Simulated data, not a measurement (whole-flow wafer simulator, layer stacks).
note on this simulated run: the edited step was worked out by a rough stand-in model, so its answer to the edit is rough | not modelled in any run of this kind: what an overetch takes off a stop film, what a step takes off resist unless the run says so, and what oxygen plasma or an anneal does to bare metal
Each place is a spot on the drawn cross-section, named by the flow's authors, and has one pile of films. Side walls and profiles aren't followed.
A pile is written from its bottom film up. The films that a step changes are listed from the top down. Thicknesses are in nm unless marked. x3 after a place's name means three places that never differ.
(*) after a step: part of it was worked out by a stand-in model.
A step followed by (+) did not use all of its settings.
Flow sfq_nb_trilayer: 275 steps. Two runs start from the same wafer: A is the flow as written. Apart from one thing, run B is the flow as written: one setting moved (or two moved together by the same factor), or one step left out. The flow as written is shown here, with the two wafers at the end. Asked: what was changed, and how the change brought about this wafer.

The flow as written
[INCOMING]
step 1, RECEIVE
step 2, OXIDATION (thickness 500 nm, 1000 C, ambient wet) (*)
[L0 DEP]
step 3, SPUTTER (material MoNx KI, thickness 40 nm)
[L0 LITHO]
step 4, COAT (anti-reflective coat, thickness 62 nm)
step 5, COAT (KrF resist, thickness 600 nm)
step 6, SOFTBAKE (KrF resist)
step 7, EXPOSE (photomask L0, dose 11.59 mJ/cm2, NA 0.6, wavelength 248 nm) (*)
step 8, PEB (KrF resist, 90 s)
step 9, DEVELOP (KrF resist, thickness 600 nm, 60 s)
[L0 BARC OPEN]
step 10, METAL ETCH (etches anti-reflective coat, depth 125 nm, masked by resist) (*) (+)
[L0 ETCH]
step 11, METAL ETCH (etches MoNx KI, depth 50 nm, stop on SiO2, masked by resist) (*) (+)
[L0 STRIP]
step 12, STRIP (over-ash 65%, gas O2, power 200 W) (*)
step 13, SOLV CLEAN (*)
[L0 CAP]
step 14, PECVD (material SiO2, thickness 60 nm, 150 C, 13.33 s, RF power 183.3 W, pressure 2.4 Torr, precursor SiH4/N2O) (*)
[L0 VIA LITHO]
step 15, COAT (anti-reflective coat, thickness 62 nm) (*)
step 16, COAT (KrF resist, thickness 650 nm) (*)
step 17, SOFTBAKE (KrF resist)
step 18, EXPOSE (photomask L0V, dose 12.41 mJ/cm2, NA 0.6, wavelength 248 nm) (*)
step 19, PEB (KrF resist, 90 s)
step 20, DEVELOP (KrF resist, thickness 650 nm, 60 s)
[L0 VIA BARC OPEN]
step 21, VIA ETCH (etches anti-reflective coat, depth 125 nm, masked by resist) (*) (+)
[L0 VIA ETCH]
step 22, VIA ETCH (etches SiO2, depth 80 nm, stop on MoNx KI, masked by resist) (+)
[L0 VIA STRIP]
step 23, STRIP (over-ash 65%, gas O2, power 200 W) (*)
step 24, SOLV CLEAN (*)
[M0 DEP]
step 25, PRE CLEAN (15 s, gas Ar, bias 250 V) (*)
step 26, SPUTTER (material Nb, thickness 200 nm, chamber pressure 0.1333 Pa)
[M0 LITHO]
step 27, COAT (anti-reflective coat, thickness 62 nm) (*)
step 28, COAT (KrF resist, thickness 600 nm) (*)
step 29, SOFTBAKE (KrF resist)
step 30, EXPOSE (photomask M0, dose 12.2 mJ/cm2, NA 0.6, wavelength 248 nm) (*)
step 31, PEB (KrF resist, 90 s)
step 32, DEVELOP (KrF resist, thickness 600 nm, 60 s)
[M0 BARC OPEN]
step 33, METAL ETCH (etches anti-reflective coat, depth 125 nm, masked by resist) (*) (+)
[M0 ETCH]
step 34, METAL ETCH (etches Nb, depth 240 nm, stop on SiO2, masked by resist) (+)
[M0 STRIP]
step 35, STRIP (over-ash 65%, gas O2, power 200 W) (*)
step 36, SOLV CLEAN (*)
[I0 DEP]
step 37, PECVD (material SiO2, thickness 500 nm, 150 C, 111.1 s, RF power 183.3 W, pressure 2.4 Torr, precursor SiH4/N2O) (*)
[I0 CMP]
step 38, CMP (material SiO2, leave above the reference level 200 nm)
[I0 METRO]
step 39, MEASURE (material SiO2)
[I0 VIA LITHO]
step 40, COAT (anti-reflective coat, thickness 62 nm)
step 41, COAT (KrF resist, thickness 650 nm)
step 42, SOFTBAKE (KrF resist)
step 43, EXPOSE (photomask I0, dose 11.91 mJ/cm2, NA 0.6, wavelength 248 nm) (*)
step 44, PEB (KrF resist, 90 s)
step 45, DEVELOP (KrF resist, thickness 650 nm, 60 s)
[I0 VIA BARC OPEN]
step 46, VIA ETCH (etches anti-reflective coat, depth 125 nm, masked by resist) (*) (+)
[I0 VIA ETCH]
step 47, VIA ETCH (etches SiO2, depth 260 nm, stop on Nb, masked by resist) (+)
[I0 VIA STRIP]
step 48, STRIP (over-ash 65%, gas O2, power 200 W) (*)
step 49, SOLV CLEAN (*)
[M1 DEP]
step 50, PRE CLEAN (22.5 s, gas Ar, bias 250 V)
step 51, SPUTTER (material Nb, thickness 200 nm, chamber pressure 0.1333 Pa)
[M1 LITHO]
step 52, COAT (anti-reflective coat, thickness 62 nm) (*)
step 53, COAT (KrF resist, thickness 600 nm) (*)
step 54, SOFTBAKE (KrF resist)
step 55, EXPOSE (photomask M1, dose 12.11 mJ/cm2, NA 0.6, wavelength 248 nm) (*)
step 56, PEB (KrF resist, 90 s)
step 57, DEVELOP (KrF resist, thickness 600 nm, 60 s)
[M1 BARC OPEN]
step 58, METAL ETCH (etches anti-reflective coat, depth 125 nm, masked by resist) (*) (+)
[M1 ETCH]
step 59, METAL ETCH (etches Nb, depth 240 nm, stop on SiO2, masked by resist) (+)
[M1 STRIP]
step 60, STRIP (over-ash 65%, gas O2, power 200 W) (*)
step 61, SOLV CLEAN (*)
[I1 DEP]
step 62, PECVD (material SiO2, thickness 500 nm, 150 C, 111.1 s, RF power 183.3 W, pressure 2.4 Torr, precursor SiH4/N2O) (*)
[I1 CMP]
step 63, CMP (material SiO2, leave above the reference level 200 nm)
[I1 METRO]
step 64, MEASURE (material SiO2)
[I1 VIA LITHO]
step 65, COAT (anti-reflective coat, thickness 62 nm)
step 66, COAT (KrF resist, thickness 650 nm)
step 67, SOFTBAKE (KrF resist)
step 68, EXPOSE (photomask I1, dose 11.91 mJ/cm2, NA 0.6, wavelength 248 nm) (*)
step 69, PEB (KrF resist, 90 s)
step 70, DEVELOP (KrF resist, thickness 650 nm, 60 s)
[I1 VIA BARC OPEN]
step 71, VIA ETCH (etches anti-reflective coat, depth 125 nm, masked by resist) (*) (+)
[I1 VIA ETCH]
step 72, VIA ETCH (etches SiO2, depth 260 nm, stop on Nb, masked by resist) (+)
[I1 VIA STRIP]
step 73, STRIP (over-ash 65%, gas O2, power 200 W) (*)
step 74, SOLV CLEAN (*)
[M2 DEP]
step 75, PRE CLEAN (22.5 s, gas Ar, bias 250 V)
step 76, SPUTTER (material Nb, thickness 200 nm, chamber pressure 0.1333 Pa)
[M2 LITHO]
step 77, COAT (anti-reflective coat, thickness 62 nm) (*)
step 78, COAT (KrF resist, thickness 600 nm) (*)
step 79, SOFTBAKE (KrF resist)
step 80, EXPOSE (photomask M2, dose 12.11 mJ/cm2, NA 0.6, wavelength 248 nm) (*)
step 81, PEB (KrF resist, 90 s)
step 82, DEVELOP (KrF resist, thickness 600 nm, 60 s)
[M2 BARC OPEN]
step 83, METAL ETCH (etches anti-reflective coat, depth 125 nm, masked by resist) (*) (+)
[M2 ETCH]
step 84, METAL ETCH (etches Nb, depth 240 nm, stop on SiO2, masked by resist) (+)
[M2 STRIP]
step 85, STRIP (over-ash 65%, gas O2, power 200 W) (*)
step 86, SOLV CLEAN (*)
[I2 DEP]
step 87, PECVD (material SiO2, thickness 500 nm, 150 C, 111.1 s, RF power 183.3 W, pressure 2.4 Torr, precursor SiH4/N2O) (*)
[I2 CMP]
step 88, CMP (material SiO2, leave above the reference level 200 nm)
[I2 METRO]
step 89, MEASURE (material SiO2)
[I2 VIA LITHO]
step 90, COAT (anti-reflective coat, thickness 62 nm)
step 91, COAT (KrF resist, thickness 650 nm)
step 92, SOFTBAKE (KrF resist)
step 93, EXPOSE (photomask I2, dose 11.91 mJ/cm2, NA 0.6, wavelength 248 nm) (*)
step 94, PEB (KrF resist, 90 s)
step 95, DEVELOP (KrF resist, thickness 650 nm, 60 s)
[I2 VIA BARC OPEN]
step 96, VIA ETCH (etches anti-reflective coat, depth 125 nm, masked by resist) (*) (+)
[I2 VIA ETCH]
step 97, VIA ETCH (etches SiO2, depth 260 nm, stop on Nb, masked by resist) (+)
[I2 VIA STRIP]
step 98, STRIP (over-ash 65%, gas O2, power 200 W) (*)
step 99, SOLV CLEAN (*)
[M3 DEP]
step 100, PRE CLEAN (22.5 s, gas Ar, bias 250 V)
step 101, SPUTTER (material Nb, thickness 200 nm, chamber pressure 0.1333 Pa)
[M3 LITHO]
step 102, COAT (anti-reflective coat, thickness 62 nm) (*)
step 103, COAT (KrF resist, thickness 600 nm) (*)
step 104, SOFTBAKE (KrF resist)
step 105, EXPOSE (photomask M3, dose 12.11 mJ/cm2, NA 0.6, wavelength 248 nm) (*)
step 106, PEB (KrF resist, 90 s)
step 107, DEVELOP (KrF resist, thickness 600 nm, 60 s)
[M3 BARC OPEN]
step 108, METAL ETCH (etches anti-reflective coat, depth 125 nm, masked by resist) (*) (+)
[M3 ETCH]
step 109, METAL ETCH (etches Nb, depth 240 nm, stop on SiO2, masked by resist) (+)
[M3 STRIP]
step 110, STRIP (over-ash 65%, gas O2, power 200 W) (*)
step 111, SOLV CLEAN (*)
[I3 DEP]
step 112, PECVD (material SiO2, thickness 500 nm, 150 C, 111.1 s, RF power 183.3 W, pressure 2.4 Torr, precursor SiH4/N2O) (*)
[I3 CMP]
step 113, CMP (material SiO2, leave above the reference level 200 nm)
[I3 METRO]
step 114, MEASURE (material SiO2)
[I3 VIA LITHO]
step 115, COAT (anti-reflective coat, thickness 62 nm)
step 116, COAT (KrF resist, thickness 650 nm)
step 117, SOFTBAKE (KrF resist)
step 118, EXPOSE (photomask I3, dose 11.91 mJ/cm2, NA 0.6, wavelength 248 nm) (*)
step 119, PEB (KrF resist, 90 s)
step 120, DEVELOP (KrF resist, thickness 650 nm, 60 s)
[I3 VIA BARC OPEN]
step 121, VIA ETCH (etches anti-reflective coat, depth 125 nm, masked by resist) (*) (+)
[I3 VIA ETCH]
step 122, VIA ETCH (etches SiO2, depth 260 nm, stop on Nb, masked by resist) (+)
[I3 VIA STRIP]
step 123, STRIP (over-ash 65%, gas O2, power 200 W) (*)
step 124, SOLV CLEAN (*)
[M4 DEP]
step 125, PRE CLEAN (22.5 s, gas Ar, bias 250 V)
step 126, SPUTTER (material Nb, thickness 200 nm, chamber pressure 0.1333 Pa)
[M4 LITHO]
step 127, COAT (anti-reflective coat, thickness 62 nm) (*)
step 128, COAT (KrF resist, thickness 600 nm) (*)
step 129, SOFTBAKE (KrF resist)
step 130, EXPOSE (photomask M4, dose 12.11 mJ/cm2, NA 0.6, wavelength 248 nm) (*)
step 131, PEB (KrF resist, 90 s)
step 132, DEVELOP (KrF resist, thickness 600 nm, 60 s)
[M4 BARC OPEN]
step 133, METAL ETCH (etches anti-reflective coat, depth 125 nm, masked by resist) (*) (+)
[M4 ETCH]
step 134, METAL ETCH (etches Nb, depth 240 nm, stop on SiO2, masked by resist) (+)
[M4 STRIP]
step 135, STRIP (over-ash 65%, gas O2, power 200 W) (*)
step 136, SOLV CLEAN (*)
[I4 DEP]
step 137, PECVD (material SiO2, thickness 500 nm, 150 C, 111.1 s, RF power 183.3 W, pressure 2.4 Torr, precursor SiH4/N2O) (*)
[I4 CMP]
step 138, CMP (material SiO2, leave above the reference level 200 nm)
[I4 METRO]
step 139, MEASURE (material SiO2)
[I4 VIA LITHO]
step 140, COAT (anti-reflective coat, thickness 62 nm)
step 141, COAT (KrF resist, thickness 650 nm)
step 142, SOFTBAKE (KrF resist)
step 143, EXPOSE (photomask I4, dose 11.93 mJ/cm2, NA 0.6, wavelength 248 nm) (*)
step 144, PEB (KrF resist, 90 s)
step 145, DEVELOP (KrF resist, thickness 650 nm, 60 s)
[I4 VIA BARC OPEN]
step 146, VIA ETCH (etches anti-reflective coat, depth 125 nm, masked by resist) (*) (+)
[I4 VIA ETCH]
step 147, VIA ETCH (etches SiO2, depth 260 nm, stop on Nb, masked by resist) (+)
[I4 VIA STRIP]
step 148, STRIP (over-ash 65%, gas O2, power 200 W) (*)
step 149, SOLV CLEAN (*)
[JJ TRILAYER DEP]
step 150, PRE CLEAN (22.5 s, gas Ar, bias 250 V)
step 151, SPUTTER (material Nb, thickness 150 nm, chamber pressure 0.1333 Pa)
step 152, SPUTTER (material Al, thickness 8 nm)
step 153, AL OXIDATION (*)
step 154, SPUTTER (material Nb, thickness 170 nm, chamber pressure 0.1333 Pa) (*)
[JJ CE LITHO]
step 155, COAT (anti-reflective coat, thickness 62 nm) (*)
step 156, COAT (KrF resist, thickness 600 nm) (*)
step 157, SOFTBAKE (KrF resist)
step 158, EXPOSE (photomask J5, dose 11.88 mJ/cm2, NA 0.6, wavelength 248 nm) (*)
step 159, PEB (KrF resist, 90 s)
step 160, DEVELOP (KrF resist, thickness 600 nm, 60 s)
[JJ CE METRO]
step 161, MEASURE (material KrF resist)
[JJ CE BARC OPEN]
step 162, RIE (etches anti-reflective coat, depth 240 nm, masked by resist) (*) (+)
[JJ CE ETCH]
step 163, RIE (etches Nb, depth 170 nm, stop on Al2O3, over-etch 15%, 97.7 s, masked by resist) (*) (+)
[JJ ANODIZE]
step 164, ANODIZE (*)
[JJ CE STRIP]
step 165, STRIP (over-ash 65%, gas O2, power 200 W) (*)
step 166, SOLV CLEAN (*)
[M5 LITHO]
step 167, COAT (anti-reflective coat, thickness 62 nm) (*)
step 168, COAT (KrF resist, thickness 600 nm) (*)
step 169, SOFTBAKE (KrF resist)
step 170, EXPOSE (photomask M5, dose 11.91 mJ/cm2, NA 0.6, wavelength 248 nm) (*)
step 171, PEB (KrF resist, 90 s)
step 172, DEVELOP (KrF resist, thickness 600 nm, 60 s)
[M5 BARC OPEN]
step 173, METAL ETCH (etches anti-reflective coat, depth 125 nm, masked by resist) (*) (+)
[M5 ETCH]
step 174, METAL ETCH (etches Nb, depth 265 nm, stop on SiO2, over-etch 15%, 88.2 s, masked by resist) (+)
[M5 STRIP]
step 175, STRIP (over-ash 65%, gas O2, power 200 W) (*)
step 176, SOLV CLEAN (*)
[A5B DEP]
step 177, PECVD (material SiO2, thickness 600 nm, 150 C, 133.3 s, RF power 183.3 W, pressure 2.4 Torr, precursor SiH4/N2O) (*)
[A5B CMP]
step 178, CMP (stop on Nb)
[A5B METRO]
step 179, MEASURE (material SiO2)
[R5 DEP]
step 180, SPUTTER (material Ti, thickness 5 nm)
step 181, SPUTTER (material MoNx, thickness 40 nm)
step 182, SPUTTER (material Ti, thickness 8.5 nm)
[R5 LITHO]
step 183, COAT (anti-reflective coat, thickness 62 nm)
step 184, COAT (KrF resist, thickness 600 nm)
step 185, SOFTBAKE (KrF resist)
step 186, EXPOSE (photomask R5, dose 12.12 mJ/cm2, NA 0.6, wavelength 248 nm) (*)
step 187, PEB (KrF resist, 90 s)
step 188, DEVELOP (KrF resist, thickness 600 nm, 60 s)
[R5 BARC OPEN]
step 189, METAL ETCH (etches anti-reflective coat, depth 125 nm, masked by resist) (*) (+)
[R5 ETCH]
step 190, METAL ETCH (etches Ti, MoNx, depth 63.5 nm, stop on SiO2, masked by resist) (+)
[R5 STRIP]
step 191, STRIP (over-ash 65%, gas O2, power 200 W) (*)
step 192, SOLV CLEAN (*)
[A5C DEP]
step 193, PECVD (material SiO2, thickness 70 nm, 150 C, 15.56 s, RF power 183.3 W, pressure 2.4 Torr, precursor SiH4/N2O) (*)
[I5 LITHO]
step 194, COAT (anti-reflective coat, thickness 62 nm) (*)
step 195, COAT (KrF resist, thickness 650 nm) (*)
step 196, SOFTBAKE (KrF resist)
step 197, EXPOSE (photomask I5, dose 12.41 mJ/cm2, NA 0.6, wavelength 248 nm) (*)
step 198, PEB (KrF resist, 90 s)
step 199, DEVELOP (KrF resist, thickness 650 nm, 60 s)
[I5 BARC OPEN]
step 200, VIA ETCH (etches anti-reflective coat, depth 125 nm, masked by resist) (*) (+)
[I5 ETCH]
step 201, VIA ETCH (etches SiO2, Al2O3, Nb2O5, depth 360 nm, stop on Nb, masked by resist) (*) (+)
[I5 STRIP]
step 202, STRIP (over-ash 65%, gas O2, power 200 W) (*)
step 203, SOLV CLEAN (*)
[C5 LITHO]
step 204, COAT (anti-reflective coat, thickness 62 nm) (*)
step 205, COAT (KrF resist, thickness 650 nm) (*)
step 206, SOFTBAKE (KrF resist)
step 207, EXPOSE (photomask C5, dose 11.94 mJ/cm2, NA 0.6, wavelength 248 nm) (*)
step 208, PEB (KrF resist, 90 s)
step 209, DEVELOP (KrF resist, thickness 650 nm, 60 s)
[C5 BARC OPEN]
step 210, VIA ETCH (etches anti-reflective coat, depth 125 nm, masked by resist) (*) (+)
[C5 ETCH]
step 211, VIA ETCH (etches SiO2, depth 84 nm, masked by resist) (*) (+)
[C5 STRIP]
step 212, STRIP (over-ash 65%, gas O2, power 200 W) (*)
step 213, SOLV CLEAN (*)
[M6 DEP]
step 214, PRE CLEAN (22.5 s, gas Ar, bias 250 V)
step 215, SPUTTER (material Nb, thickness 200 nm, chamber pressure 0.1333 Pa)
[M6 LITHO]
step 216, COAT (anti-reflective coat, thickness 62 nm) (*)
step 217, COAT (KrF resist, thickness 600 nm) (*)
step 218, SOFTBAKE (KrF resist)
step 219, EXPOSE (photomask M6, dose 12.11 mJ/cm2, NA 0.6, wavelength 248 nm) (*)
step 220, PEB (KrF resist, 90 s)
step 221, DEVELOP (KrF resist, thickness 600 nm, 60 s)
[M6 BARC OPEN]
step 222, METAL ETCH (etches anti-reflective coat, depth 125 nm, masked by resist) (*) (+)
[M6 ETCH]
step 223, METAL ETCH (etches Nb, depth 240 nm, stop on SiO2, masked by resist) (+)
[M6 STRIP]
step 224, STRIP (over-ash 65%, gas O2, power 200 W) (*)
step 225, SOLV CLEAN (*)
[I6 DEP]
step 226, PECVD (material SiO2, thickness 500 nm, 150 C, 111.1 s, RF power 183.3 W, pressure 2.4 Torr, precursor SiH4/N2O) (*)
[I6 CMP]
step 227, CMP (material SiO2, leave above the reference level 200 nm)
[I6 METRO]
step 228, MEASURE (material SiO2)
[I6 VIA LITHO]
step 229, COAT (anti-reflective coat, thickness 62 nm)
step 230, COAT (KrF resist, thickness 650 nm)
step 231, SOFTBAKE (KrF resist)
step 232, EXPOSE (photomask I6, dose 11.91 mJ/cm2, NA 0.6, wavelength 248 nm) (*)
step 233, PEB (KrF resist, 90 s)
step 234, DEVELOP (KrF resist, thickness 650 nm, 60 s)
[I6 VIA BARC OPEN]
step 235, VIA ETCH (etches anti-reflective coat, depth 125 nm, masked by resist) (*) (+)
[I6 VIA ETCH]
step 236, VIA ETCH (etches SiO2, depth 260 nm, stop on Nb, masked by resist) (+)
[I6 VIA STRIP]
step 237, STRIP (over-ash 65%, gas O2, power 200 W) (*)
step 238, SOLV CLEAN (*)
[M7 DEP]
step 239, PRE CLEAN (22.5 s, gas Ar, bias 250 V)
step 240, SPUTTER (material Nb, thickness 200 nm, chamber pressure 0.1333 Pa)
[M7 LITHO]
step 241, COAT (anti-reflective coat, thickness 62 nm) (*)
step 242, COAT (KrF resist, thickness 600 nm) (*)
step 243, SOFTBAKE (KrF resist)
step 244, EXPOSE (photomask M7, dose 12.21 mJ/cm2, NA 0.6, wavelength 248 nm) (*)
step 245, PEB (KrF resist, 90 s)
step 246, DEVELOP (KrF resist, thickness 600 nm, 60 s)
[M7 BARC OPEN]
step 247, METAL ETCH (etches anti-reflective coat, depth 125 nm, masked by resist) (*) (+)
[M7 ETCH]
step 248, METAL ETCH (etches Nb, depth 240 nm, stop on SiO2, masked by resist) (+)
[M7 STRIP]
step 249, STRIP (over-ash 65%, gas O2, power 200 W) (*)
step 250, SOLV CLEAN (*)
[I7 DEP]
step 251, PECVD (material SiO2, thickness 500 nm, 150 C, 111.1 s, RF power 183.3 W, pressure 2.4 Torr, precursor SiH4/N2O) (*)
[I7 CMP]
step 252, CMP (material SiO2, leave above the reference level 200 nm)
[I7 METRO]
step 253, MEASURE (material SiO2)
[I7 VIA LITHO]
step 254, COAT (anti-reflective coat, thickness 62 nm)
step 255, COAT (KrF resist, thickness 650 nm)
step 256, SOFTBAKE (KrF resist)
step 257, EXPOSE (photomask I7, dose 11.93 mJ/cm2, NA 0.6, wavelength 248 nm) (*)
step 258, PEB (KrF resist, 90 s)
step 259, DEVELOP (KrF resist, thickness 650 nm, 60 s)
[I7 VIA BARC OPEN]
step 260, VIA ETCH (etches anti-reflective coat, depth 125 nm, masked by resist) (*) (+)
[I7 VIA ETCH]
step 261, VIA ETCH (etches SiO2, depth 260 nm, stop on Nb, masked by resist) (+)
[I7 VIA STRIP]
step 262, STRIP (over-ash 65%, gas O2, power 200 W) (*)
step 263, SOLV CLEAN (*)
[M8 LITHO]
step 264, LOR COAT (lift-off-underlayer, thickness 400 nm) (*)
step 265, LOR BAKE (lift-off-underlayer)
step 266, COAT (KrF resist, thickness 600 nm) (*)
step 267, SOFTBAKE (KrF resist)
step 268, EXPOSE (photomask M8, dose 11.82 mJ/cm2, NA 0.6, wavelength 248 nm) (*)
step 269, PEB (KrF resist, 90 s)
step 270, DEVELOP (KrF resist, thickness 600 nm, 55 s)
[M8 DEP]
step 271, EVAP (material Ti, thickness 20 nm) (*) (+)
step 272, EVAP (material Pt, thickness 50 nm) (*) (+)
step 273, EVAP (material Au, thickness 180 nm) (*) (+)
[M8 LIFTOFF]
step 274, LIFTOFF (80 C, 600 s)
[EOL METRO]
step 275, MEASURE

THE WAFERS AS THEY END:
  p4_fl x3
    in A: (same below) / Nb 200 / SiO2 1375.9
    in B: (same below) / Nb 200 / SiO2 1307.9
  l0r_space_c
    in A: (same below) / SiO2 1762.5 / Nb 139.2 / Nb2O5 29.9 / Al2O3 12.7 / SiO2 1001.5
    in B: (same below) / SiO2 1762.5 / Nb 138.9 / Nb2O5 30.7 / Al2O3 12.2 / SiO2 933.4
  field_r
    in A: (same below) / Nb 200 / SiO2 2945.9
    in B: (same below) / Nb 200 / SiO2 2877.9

What caused this: step 154, SPUTTER: thickness 102 nm was run, though the flow has thickness 170 nm.

Step by step, how the change led to this:
  step 154, SPUTTER (material Nb, thickness 170 nm, chamber pressure 0.1333 Pa) (*)
      field_l, v_sur, via_sp and 100 more: A Nb gains 170 (new film) | B Nb gains 102 (new film)
      via_wl, via_wr: A Nb gains 140.7 (new film) | B Nb gains 84.2 (new film)
      (also at 1 further place)
  step 155, COAT (anti-reflective coat, thickness 62 nm) (*)
      via_wl, via_wr: A anti-reflective coat gains 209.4 (new film) | B anti-reflective coat gains 192.8 (new film)
      via_w: A anti-reflective coat gains 97.4 (new film) | B anti-reflective coat gains 92.4 (new film)
  step 162, RIE (etches anti-reflective coat, depth 240 nm, masked by resist) (*) (+)
      ce_l, c5j, ce_r, wl_jj: A KrF resist loses 209.4 | B KrF resist loses 192.8
      via_wl, via_wr: A anti-reflective coat loses 209.4 (all of it) | B anti-reflective coat loses 192.8 (all of it)
      (also at 1 further place)
  step 163, RIE (etches Nb, depth 170 nm, stop on Al2O3, over-etch 15%, 97.7 s, masked by resist) (*) (+)
      field_l, v_sur, via_sp and 96 more: A Nb loses 170 (all of it), Al2O3 loses 0.51 | B Nb loses 102 (all of it), Al2O3 loses 0.96 (all of it)
      via_wl, via_wr: A Nb loses 140.7 (all of it), Al2O3 loses 0.96 (all of it) | B Nb loses 84.2 (all of it), Al2O3 loses 0.96 (all of it)
      (also at 1 further place)
  step 164, ANODIZE (*)
      field_l, v_sur, via_sp and 96 more: A Al2O3 gains 12.2, Nb2O5 gains 29.9 (new film), Al loses 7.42 (all of it), Nb loses 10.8 | B Al2O3 gains 12.2 (new film), Nb2O5 gains 30.7 (new film), Al loses 7.42 (all of it), Nb loses 11.1
  step 165, STRIP (over-ash 65%, gas O2, power 200 W) (*)
      ce_l: A KrF resist loses 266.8 (all of it), anti-reflective coat loses 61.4 (all of it) | B KrF resist loses 283.4 (all of it), anti-reflective coat loses 61.5 (all of it)
      c5j: A KrF resist loses 266.9 (all of it), anti-reflective coat loses 61.5 (all of it) | B KrF resist loses 283.5 (all of it), anti-reflective coat loses 61.5 (all of it)
      (also at 2 further places)
  step 167, COAT (anti-reflective coat, thickness 62 nm) (*)
      wl_j_sl, wl_j_sr: A anti-reflective coat gains 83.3 (new film) | B anti-reflective coat gains 74.6 (new film)
      gap: A anti-reflective coat gains 58.9 (new film) | B anti-reflective coat gains 60.9 (new film)
      (also at 8 further places)
  step 168, COAT (KrF resist, thickness 600 nm) (*)
      ce_l: A KrF resist gains 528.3 (new film) | B KrF resist gains 567.1 (new film)
      c5j: A KrF resist gains 507.6 (new film) | B KrF resist gains 551.2 (new film)
      (also at 2 further places)
  step 173, METAL ETCH (etches anti-reflective coat, depth 125 nm, masked by resist) (*) (+)
      wl_a_sl: A anti-reflective coat loses 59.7 (all of it), Al2O3 loses 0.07 | B anti-reflective coat loses 61.6 (all of it)
  step 174, METAL ETCH (etches Nb, depth 265 nm, stop on SiO2, over-etch 15%, 88.2 s, masked by resist) (+)
      field_l, r_sur, res and 50 more: A Al2O3 loses 12.6 (all of it), Nb2O5 loses 29.9 (all of it), Nb loses 139.2 (all of it), SiO2 loses 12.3 | B Al2O3 loses 12.2 (all of it), Nb2O5 loses 30.7 (all of it), Nb loses 138.9 (all of it), SiO2 loses 12.3
  step 175, STRIP (over-ash 65%, gas O2, power 200 W) (*)
      gap: A KrF resist loses 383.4 (all of it), anti-reflective coat loses 58.9 (all of it) | B KrF resist loses 375.7 (all of it), anti-reflective coat loses 60.9 (all of it)
      jj_sur: A KrF resist loses 374.7 (all of it), anti-reflective coat loses 82.6 (all of it) | B KrF resist loses 370.3 (all of it), anti-reflective coat loses 73.9 (all of it)
      (also at 8 further places)
  step 178, CMP (stop on Nb)
      v_sur, via_sp, via_v and 43 more: A SiO2 loses 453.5 | B SiO2 loses 521.6
      field_l, p4_fl x3, p4_w1 x9 and 29 more: A SiO2 loses 259.3 | B SiO2 loses 327.3
      (also at 14 further places)
  step 201, VIA ETCH (etches SiO2, Al2O3, Nb2O5, depth 360 nm, stop on Nb, masked by resist) (*) (+)
      be: A SiO2 loses 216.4 (all of it), Al2O3 loses 12.7 (all of it), Nb2O5 loses 29.9 (all of it) | B SiO2 loses 148.3 (all of it), Al2O3 loses 12.2 (all of it), Nb2O5 loses 30.7 (all of it)
  step 204, COAT (anti-reflective coat, thickness 62 nm) (*)
      wire: A anti-reflective coat gains 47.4 (new film) | B anti-reflective coat gains 49.4 (new film)
      be: A anti-reflective coat gains 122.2 (new film) | B anti-reflective coat gains 112.1 (new film)
      (also at 1 further place)
  step 205, COAT (KrF resist, thickness 650 nm) (*)
      be: A KrF resist gains 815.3 (new film) | B KrF resist gains 766.9 (new film)
  step 212, STRIP (over-ash 65%, gas O2, power 200 W) (*)
      wire: A KrF resist loses 555.8 (all of it), anti-reflective coat loses 47.4 (all of it) | B KrF resist loses 559.6 (all of it), anti-reflective coat loses 49.4 (all of it)
      be: A KrF resist loses 728.2 (all of it), anti-reflective coat loses 122.2 (all of it) | B KrF resist loses 679.8 (all of it), anti-reflective coat loses 112.1 (all of it)
      (also at 1 further place)
  ... 4 further steps ...
  step 226, PECVD (material SiO2, thickness 500 nm, 150 C, 111.1 s, RF power 183.3 W, pressure 2.4 Torr, precursor SiH4/N2O) (*)
      be: A SiO2 gains 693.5 (new film) | B SiO2 gains 610 (new film)
